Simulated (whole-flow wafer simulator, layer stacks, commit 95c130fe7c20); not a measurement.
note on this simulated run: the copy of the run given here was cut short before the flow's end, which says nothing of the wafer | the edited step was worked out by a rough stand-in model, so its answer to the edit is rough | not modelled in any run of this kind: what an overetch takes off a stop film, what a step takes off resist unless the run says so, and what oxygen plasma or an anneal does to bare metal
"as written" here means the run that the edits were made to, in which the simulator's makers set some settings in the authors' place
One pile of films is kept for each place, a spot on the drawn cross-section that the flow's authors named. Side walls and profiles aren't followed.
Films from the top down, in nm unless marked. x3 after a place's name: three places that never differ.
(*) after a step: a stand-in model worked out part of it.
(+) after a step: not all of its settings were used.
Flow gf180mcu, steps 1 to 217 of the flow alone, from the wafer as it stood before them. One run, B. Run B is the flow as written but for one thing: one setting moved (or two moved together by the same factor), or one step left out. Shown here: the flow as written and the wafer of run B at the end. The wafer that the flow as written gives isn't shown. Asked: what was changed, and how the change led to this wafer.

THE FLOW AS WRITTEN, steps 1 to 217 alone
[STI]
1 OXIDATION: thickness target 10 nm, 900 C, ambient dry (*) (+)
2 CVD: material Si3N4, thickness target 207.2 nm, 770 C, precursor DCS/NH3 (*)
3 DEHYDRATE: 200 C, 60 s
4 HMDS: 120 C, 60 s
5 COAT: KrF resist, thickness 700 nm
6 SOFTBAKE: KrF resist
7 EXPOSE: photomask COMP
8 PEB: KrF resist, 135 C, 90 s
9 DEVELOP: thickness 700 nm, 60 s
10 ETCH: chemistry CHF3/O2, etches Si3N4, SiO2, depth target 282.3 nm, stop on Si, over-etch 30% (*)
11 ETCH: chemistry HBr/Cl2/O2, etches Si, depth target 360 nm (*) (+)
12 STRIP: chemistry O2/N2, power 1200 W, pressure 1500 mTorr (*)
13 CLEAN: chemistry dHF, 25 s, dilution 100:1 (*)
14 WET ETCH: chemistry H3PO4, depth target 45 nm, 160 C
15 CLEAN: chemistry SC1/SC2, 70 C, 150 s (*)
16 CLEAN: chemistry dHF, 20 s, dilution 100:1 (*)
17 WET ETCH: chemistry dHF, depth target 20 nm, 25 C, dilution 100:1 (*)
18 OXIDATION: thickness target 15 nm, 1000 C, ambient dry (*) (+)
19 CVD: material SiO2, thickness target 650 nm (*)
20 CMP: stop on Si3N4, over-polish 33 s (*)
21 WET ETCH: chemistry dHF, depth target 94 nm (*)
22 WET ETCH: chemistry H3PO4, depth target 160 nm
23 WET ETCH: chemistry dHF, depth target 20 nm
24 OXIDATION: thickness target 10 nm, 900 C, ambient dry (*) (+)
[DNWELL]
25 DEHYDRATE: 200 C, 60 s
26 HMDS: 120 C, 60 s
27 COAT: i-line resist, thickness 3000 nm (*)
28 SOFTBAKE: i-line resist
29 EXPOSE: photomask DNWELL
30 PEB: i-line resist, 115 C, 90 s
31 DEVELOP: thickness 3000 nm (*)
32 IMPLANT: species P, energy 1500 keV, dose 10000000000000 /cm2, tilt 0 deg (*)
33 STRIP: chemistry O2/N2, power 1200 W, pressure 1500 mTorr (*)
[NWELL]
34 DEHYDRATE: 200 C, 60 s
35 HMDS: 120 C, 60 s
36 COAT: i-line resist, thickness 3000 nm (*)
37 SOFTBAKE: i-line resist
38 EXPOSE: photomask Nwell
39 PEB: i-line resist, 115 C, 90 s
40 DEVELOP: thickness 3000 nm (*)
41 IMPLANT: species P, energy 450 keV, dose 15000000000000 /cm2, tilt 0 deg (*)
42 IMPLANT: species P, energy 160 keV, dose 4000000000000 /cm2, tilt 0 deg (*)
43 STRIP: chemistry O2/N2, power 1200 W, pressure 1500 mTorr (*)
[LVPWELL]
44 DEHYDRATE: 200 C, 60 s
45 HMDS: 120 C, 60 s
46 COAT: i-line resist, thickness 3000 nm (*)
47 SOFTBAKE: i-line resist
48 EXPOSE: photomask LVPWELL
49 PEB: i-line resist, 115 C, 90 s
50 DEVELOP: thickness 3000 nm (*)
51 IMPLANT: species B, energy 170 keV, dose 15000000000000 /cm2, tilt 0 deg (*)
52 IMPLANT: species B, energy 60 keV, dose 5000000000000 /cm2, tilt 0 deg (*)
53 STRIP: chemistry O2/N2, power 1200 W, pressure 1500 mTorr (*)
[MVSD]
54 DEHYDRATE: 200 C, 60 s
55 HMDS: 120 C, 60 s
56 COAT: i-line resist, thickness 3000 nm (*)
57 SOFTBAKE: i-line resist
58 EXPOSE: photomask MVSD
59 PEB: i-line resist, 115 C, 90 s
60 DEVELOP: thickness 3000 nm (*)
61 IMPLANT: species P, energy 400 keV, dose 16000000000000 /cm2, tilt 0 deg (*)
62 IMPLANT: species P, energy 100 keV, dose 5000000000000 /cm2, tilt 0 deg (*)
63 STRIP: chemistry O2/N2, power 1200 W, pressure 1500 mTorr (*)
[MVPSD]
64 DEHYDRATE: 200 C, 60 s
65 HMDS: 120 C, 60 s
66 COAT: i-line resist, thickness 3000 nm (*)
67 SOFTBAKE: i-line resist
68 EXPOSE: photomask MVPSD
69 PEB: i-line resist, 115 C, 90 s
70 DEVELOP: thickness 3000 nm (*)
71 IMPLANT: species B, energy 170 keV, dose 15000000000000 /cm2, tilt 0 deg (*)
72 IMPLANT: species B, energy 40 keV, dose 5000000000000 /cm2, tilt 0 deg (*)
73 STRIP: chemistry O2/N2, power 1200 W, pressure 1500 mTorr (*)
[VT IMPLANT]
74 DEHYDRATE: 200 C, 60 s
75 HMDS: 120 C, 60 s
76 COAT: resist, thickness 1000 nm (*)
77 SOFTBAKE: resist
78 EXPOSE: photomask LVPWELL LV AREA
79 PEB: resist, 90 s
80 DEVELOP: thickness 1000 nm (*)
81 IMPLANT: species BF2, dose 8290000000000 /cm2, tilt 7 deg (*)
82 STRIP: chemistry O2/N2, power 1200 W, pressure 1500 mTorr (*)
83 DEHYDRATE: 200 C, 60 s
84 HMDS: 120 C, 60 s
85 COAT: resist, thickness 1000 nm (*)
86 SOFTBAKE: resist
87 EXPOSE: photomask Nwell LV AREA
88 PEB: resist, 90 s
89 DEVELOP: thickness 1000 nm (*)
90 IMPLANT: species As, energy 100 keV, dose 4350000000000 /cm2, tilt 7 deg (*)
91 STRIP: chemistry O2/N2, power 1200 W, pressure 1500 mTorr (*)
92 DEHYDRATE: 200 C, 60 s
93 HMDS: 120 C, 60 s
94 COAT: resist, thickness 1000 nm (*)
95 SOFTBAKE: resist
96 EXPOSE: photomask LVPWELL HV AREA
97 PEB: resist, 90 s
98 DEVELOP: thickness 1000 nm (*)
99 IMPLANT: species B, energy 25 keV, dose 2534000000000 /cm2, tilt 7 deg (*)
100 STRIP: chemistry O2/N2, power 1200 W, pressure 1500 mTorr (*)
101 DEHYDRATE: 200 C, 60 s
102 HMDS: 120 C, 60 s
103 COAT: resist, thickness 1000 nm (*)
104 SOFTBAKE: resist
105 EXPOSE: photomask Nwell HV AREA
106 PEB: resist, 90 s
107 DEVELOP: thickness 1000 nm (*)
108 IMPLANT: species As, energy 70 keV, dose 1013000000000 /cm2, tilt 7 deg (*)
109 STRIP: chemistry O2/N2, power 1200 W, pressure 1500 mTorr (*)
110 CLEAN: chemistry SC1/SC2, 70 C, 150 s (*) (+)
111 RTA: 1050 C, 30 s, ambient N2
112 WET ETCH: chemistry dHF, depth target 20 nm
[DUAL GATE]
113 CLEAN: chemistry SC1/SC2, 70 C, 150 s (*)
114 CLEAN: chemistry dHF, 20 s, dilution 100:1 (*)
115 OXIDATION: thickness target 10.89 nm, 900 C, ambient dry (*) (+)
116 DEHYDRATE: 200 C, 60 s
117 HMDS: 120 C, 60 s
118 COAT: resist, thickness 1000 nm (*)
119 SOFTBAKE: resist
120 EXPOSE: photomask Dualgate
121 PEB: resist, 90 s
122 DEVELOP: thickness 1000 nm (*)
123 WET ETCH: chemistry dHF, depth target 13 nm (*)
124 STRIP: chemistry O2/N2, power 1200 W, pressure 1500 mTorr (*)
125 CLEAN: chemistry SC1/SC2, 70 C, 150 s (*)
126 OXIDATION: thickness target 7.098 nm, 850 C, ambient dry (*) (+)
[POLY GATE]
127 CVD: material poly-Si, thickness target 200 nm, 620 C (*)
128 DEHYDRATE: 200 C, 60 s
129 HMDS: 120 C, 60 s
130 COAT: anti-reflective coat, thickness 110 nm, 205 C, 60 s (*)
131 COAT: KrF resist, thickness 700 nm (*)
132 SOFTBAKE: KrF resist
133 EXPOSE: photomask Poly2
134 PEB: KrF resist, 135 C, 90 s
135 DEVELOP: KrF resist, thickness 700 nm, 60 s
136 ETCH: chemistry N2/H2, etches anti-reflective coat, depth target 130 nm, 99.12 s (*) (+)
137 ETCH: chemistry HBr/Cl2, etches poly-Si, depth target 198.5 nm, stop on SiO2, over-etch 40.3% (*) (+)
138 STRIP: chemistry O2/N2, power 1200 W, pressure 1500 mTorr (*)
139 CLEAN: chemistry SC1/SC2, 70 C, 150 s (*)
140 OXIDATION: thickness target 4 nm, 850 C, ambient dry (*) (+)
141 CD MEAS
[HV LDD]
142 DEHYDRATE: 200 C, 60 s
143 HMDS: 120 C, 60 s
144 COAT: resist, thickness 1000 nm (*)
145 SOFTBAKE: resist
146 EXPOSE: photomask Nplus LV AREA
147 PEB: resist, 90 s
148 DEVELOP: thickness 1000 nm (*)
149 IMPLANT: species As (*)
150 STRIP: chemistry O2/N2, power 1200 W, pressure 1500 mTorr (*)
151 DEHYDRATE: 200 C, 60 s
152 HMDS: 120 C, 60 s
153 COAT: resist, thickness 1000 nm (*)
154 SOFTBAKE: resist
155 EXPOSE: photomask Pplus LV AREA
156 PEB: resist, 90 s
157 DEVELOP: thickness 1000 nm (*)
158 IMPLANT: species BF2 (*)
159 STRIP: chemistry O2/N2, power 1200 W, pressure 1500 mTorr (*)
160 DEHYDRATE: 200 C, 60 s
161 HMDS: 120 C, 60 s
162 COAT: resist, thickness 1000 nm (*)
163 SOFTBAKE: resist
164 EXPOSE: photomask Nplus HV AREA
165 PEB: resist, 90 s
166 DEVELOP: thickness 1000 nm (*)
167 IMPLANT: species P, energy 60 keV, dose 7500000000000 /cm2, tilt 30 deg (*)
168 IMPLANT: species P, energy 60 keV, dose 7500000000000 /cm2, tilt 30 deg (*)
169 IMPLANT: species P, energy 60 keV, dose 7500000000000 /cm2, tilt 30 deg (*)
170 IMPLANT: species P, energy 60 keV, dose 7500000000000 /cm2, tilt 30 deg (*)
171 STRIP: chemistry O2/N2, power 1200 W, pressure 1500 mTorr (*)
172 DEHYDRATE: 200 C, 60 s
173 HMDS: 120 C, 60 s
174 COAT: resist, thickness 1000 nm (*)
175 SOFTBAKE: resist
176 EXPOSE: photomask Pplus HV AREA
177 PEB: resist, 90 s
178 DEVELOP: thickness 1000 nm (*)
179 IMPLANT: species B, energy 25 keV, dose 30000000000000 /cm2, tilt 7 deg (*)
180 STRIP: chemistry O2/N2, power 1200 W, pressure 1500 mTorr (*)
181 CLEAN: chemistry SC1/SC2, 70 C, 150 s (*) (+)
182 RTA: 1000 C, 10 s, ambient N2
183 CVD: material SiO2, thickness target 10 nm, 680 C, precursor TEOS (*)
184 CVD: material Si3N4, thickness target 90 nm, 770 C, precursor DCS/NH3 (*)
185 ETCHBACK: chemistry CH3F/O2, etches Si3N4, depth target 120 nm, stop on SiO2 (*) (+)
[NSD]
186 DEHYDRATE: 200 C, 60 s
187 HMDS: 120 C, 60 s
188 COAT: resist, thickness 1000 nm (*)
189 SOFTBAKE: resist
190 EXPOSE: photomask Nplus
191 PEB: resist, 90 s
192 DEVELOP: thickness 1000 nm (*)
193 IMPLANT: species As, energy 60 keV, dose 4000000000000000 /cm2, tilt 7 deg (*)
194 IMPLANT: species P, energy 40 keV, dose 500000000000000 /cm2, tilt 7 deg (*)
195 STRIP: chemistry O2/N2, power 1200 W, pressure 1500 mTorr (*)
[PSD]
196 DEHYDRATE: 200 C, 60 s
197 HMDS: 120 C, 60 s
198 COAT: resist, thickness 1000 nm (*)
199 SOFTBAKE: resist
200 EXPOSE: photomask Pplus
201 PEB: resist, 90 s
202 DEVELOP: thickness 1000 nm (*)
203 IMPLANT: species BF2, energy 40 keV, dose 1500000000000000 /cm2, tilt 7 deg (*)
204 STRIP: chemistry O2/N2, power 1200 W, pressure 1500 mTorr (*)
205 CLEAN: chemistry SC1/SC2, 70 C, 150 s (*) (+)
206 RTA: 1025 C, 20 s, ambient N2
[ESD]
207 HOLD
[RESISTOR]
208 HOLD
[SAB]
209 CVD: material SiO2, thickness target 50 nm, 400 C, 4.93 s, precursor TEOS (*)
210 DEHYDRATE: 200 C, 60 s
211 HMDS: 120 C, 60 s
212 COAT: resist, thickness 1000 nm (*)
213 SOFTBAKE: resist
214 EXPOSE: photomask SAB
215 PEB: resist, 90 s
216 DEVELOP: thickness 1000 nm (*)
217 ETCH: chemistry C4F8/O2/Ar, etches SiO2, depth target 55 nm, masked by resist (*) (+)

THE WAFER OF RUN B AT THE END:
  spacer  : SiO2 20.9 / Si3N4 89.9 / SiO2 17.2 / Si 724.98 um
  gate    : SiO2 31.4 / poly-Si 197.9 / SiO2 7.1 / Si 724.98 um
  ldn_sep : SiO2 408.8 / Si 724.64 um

The cause: step 209, CVD: 7.58 s was run, where the flow has 4.93 s.

How the change led to this, step by step:
  209 CVD: material SiO2, thickness target 50 nm, 400 C, 4.93 s, precursor TEOS (*)
      field, field__w7, field__w8 and 73 more: SiO2 +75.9 (as written it would be: SiO2 +50)
      field_sub, field_sub__w2, ld_drn_n, ld_sd_p: SiO2 +74.1 (as written it would be: SiO2 +48.8)
      (and at 29 more places)
  217 ETCH: chemistry C4F8/O2/Ar, etches SiO2, depth target 55 nm, masked by resist (*) (+)
      spacer: SiO2 -55 (as written it would be: SiO2 -50 (all of it), Si3N4 -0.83)
